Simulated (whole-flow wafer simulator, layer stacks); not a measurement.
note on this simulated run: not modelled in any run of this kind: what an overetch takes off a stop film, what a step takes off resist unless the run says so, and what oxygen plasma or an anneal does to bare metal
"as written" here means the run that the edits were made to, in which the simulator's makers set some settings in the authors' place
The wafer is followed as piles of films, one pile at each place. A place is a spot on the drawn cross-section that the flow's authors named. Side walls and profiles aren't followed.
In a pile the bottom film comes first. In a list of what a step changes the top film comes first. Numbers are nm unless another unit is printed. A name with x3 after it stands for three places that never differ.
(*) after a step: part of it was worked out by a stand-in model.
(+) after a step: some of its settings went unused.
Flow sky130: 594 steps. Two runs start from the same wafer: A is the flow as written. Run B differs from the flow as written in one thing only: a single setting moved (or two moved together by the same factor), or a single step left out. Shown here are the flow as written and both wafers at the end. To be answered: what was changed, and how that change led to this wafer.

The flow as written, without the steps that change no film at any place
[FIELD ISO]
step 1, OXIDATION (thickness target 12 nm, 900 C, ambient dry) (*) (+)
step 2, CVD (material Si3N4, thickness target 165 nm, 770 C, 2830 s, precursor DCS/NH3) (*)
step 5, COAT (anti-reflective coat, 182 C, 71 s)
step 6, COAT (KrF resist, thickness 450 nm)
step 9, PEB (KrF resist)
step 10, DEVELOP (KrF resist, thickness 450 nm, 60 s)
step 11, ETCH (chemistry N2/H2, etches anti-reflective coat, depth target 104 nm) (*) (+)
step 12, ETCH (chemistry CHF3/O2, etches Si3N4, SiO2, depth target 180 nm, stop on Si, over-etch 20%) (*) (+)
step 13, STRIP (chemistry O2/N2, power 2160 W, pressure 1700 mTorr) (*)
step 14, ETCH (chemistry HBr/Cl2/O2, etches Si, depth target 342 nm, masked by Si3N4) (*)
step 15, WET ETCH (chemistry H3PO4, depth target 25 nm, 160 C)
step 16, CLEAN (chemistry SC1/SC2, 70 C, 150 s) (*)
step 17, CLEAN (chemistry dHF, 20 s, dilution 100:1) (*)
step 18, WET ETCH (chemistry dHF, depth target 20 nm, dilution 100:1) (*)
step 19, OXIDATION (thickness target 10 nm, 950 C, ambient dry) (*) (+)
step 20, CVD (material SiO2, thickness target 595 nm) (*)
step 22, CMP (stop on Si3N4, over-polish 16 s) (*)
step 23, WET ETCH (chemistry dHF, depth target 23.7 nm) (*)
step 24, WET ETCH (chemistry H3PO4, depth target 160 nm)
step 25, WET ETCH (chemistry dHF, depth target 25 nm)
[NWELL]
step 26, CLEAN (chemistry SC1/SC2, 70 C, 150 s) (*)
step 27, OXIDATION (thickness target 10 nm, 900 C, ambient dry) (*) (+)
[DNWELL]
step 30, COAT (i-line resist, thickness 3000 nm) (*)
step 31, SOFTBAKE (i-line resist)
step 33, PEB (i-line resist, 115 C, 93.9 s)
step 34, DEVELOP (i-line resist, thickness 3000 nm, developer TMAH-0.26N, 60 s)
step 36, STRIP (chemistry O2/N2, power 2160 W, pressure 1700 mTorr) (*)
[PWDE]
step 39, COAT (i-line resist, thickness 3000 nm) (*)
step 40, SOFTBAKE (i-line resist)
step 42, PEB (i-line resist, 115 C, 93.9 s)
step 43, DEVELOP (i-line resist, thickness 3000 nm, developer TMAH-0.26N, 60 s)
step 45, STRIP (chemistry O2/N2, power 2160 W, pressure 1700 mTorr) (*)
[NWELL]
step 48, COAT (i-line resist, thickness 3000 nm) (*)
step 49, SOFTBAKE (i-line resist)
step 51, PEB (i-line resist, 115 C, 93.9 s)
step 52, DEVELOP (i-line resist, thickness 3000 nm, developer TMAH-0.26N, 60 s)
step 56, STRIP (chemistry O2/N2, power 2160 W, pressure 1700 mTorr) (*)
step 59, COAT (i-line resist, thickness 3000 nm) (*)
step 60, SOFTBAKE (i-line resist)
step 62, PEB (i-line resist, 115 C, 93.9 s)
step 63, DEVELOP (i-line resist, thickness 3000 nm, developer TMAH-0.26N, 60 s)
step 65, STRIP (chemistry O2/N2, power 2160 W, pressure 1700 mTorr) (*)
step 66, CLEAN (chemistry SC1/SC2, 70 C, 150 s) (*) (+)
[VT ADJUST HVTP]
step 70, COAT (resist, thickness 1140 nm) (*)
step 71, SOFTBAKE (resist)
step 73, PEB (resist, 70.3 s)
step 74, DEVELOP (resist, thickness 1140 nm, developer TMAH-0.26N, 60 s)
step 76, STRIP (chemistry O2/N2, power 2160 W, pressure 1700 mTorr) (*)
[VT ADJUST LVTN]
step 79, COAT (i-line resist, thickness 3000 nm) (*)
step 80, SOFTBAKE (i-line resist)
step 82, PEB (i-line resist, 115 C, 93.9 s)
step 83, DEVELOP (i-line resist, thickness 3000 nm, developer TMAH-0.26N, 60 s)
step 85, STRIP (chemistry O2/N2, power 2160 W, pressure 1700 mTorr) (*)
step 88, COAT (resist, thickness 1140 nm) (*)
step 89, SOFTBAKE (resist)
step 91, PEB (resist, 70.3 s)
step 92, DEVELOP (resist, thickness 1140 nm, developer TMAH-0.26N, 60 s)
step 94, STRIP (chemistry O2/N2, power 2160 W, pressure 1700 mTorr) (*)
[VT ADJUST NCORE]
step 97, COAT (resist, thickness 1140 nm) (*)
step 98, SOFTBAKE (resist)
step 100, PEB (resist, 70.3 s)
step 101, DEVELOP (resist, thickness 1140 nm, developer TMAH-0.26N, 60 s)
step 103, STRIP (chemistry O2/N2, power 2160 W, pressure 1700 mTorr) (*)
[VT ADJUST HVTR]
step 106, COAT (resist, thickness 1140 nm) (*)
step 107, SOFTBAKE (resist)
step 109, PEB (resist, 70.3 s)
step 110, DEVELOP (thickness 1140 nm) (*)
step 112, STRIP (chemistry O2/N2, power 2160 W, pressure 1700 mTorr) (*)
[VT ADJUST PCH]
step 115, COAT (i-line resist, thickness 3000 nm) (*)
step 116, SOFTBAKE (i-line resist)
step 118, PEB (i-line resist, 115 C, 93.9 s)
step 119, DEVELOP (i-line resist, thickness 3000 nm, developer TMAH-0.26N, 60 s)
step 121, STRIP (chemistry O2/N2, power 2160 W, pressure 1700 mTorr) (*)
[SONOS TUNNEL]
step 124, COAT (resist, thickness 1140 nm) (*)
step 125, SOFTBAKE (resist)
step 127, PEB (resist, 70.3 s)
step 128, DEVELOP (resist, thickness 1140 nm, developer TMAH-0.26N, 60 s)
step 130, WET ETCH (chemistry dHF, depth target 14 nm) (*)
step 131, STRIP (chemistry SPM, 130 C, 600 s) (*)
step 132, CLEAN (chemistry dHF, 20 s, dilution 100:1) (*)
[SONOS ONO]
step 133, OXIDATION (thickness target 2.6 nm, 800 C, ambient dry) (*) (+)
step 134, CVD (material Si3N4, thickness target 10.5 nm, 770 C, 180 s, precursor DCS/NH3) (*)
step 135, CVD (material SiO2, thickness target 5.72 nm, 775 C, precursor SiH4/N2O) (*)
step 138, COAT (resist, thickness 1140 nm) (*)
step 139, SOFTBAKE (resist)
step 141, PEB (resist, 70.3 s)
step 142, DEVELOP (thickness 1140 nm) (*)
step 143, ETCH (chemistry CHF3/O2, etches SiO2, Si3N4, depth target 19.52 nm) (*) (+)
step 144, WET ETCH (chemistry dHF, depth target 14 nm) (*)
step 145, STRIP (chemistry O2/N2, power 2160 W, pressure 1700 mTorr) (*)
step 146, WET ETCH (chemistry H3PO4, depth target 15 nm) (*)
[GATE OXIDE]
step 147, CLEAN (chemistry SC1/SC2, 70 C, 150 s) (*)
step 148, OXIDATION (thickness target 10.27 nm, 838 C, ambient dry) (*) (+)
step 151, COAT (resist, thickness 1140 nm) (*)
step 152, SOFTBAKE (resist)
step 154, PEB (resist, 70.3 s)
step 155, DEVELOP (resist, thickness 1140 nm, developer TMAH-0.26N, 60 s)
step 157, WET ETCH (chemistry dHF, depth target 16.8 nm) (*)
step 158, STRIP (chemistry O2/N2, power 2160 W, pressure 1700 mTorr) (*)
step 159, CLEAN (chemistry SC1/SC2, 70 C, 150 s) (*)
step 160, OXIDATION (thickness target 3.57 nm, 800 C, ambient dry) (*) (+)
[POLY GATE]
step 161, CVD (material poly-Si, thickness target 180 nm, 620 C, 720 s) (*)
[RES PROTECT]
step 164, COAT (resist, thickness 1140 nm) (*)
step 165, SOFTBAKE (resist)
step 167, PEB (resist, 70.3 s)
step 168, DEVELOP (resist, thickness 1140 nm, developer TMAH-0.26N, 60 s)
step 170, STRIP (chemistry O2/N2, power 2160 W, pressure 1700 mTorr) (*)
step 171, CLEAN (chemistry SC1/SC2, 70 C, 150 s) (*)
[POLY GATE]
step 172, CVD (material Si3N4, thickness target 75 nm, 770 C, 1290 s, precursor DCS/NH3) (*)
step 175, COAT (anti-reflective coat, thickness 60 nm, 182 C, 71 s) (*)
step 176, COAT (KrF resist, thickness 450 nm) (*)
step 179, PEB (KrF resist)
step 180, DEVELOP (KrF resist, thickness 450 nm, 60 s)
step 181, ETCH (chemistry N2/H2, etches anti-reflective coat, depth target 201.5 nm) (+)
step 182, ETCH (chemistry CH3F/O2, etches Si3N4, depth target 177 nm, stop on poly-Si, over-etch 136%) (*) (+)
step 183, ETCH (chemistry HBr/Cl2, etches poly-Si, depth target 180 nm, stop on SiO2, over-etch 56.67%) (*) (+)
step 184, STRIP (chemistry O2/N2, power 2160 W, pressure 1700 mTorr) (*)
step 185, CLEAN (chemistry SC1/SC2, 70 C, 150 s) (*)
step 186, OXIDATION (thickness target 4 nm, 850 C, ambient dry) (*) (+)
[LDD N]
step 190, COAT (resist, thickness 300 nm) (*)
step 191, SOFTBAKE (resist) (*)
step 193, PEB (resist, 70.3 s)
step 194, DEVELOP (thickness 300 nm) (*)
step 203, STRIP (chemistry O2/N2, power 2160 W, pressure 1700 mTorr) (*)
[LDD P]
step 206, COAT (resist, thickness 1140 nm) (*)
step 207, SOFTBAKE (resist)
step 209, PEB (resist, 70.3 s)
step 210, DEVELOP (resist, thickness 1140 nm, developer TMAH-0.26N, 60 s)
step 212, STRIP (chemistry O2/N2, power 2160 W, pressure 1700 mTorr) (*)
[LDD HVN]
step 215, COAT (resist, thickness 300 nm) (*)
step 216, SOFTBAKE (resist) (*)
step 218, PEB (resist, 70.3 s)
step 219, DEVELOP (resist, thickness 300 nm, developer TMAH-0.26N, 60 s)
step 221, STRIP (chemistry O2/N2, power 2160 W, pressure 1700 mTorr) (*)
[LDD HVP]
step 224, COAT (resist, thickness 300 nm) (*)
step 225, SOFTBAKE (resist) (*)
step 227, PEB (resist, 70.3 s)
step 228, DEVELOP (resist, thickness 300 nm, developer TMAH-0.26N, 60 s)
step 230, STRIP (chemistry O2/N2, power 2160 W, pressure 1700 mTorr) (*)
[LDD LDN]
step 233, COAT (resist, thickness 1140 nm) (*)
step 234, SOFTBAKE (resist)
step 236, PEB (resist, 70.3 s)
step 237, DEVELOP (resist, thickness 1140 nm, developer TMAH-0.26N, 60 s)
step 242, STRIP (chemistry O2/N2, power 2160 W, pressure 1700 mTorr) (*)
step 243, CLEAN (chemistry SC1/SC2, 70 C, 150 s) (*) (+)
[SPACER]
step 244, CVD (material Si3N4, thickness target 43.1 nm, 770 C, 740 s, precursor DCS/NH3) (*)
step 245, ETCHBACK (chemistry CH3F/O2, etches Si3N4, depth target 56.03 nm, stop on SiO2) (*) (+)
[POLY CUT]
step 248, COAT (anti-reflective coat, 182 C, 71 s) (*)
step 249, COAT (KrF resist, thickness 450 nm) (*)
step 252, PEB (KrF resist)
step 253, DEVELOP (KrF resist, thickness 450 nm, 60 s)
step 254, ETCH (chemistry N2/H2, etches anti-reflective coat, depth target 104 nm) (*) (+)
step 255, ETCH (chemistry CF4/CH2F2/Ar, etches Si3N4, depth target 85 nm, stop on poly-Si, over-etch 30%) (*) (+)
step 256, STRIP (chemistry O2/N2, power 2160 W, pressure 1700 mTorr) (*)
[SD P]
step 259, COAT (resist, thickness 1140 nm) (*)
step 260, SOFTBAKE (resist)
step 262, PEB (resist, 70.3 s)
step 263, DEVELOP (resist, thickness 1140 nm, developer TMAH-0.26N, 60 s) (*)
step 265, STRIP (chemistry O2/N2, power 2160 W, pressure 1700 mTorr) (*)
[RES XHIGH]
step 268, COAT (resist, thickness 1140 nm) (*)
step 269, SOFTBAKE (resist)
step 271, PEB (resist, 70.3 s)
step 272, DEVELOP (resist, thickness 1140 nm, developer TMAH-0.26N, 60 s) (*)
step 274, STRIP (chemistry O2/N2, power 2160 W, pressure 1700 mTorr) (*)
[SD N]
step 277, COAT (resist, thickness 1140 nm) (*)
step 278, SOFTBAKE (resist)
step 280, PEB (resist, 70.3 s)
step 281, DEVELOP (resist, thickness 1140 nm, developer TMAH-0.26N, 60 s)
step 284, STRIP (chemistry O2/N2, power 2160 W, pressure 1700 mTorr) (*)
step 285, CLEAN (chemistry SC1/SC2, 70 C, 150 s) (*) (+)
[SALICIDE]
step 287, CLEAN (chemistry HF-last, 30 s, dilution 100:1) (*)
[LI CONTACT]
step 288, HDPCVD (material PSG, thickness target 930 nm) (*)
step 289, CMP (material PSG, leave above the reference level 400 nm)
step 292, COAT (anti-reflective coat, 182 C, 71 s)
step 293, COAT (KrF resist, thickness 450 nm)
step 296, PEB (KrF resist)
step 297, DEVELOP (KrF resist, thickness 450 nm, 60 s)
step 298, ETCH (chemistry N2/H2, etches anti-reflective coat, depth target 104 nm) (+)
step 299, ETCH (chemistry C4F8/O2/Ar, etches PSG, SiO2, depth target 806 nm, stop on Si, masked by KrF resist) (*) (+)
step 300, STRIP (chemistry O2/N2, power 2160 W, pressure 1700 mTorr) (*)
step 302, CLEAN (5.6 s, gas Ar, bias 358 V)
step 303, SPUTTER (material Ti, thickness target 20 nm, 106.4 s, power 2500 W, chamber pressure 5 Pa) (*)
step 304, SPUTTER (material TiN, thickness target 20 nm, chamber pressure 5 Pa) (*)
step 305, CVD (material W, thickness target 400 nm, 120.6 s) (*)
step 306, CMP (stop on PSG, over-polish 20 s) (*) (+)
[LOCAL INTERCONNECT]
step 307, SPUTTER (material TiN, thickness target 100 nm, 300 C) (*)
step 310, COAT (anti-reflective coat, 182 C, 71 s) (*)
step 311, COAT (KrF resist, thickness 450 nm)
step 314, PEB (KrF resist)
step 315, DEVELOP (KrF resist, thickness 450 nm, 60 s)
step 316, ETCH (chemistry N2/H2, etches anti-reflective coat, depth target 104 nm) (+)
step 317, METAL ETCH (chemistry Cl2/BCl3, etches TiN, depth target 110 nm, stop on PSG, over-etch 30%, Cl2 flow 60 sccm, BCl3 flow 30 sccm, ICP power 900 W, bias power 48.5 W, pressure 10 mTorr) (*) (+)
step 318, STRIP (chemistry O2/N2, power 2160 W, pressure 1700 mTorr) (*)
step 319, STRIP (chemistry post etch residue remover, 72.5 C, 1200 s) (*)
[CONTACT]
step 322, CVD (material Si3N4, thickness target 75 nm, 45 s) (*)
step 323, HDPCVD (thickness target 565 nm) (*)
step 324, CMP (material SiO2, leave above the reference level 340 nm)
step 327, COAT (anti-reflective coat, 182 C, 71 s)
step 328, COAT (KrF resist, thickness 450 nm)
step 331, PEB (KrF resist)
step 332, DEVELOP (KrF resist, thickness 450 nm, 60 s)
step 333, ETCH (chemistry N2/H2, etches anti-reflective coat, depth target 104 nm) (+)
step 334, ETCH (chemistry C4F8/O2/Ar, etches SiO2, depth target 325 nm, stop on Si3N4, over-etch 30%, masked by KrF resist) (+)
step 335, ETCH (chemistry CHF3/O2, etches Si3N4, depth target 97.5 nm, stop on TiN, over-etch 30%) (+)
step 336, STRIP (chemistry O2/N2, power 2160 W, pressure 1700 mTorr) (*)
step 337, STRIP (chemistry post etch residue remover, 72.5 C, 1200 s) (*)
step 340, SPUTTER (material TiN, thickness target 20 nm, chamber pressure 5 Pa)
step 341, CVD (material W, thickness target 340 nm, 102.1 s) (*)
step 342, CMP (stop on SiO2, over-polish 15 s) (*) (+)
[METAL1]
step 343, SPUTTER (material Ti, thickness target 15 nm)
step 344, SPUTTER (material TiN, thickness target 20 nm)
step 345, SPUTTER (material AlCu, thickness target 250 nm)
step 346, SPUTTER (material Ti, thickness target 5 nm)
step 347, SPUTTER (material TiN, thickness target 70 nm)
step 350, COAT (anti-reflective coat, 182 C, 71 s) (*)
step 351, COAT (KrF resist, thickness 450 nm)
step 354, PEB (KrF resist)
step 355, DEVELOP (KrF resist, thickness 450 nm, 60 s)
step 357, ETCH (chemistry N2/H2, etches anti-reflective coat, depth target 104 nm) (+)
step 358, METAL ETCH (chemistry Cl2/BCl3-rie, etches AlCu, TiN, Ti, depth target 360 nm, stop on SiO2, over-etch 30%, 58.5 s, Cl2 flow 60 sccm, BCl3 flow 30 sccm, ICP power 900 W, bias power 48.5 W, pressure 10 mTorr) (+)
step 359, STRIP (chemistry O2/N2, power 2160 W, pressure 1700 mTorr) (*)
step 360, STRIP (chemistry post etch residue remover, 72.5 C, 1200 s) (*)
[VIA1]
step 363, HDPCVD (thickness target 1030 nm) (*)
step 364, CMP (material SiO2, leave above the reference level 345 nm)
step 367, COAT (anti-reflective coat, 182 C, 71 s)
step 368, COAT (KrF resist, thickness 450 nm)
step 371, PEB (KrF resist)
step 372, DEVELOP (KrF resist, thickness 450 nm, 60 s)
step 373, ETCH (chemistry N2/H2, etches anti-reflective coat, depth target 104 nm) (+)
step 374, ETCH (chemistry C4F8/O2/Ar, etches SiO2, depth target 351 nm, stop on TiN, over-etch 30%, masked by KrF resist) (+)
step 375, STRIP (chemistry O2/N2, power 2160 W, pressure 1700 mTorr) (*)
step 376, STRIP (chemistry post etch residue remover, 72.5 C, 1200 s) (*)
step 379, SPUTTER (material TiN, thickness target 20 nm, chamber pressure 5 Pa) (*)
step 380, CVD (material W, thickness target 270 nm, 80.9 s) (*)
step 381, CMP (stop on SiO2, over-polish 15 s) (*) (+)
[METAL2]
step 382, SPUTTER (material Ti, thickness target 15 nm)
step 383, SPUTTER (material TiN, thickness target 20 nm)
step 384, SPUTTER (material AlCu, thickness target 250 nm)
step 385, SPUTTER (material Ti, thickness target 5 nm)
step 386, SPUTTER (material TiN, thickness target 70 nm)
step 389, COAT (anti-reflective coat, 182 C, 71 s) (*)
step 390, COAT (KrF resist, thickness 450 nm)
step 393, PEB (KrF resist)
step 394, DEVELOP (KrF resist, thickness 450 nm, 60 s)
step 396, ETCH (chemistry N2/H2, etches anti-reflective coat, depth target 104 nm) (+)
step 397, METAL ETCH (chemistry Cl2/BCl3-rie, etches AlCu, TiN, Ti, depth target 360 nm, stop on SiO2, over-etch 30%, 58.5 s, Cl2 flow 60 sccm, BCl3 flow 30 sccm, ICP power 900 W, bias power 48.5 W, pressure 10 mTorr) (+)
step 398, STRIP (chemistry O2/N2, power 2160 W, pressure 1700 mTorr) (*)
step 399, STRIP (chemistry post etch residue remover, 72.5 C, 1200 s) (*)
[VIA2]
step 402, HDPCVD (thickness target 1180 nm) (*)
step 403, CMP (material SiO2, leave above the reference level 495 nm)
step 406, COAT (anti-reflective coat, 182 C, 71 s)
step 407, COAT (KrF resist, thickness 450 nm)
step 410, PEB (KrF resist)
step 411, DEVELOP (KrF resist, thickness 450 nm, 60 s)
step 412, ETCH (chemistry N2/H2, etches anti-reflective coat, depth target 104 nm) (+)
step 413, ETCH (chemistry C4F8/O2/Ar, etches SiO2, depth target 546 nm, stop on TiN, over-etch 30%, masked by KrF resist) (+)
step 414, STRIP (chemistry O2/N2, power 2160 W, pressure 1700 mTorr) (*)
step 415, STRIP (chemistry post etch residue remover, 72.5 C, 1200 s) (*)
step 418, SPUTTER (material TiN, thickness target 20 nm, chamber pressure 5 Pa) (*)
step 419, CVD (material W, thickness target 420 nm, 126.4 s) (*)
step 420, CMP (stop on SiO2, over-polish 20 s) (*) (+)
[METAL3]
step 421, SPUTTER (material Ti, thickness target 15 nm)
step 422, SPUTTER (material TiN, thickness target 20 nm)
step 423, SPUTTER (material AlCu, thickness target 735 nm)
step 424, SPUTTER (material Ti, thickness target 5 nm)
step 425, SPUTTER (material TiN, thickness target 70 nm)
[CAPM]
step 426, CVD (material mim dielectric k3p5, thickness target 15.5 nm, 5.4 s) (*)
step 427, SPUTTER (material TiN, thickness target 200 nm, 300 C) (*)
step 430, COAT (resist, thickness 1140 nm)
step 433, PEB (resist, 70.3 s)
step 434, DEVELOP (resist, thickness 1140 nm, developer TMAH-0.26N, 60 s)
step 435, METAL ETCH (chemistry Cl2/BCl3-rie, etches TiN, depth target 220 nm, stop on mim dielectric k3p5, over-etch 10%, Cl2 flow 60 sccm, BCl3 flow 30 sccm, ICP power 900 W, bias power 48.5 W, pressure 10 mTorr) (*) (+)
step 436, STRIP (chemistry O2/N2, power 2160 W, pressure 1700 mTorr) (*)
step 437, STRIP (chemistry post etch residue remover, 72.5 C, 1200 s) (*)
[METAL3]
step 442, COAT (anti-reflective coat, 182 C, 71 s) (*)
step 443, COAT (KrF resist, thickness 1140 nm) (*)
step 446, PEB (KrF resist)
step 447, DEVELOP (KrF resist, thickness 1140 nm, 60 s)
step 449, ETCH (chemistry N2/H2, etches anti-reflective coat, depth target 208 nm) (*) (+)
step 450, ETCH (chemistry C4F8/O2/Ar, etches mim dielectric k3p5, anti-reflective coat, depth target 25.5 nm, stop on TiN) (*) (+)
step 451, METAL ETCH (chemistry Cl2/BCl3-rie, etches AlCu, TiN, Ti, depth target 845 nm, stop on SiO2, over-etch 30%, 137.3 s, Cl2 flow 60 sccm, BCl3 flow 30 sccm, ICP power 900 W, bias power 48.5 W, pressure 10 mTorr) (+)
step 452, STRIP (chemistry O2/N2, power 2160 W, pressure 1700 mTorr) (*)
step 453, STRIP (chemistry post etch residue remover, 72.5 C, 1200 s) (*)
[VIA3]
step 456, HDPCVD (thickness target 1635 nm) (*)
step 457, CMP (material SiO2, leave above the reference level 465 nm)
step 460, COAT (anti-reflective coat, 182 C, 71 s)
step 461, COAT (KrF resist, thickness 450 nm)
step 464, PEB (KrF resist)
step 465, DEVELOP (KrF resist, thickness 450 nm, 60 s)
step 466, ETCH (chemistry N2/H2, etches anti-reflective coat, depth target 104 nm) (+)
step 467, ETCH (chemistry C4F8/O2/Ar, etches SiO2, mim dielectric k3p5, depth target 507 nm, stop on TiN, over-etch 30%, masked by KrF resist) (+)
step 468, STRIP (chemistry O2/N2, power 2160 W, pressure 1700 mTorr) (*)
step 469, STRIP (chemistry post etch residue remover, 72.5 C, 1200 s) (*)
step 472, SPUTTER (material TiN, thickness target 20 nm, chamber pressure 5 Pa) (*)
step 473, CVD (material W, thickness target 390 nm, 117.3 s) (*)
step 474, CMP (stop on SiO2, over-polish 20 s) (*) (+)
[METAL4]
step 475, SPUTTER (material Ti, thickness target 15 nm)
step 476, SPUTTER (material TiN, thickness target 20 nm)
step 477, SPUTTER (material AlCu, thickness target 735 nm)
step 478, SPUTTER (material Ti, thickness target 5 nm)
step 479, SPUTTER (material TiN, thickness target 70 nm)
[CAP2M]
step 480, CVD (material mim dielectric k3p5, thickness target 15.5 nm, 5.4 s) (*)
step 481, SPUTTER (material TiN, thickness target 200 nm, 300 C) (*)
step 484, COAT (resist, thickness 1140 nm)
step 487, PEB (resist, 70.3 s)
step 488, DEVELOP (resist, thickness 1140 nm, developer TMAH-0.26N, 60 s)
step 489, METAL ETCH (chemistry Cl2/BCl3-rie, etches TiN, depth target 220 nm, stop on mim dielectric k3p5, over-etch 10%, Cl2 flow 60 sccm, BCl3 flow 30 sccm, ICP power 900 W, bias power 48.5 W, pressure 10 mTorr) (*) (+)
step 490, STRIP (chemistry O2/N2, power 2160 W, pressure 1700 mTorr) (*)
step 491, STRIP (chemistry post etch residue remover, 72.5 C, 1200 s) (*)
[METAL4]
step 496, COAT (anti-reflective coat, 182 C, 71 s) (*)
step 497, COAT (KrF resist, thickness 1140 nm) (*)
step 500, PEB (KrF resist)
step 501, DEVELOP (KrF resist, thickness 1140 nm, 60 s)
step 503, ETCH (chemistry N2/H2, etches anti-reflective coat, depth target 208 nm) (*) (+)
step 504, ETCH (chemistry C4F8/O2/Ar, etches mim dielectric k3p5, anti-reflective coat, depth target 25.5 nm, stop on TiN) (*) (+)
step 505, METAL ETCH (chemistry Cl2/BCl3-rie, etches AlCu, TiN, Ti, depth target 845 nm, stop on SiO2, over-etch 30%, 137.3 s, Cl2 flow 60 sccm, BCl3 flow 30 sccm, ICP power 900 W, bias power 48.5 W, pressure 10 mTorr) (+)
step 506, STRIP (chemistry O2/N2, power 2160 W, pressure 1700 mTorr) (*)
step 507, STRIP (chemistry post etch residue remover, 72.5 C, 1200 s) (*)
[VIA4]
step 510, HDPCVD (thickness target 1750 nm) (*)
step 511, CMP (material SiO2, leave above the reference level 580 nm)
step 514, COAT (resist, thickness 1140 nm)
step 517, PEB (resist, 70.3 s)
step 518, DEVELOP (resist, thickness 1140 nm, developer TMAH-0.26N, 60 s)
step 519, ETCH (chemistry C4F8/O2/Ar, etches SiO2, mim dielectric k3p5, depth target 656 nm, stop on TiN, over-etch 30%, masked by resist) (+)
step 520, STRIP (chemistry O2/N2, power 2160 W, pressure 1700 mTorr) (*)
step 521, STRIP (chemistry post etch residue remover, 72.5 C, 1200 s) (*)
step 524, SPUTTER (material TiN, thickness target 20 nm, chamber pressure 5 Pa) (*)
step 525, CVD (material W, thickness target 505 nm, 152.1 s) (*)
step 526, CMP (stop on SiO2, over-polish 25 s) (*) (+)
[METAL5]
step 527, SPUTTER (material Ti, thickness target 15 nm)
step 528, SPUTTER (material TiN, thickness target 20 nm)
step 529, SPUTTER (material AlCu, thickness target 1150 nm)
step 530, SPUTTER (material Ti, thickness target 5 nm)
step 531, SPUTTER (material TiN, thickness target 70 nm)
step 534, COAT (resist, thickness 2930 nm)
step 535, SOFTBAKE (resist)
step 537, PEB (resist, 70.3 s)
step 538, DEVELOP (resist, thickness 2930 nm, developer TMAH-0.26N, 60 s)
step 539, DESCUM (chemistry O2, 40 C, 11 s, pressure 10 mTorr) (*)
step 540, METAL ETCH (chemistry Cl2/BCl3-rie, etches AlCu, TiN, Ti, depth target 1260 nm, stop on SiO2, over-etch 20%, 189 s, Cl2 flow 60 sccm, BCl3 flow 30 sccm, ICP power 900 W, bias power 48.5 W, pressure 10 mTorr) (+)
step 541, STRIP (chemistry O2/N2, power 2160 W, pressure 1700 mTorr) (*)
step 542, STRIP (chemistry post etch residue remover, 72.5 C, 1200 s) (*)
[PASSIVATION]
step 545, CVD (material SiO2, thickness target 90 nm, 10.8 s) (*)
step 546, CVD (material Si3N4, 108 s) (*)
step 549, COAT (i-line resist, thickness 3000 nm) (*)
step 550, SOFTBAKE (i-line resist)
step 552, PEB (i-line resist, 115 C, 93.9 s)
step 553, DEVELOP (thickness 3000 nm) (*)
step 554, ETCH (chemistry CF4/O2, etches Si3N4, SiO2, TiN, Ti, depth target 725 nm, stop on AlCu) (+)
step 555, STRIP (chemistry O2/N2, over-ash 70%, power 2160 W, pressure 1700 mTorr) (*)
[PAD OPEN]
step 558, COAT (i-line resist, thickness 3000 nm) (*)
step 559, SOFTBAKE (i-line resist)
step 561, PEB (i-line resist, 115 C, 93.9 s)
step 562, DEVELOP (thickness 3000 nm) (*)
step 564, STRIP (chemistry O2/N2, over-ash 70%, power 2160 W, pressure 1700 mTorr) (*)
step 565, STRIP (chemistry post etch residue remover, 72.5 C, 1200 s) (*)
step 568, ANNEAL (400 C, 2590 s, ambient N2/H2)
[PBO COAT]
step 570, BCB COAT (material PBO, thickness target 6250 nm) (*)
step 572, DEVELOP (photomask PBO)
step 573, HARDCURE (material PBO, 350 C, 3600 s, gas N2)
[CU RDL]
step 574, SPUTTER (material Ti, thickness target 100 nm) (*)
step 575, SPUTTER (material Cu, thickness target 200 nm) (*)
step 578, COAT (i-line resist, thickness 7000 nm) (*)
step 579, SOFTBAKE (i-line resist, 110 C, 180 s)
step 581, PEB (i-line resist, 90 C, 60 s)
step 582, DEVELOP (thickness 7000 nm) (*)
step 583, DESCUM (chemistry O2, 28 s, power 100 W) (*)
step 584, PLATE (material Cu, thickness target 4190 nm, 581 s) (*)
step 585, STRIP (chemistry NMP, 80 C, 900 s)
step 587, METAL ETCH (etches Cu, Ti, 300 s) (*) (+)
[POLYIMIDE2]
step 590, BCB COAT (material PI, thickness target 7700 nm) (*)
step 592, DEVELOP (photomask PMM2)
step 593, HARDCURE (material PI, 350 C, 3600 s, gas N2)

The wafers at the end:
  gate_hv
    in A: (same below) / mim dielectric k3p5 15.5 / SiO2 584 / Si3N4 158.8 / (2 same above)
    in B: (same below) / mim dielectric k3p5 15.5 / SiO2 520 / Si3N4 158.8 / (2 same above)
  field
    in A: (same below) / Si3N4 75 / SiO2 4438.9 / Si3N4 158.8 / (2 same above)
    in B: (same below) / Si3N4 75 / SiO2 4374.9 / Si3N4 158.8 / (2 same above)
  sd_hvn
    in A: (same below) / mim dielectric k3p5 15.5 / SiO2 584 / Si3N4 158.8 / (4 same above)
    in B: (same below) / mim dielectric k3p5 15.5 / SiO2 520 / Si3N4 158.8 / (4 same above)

Cause: step 511, CMP: leave above the reference level 516 nm was run, while the flow as written has leave above the reference level 580 nm.

The path from the change to this, step by step:
  step 511, CMP (material SiO2, leave above the reference level 580 nm)
      n_well, p_well, gate_hv and 99 more: A -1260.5 SiO2 | B -1324.5 SiO2
      field, active, gate and 77 more: A -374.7 SiO2 | B -438.7 SiO2
      (as well as at 11 more places)
  step 519, ETCH (chemistry C4F8/O2/Ar, etches SiO2, mim dielectric k3p5, depth target 656 nm, stop on TiN, over-etch 30%, masked by resist) (+)
      field, active, n_well and 188 more: A -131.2 resist | B -114.8 resist
      m1: A -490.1 SiO2 (all of it), -15.5 mim dielectric k3p5 (all of it) | B -426.1 SiO2 (all of it), -15.5 mim dielectric k3p5 (all of it)
      (as well as at 1 more place)
  step 525, CVD (material W, thickness target 505 nm, 152.1 s) (*)
      m1: A +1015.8 W (new film) | B +951.3 W (new film)
      via4_hole: A +1015.2 W (new film) | B +950.7 W (new film)
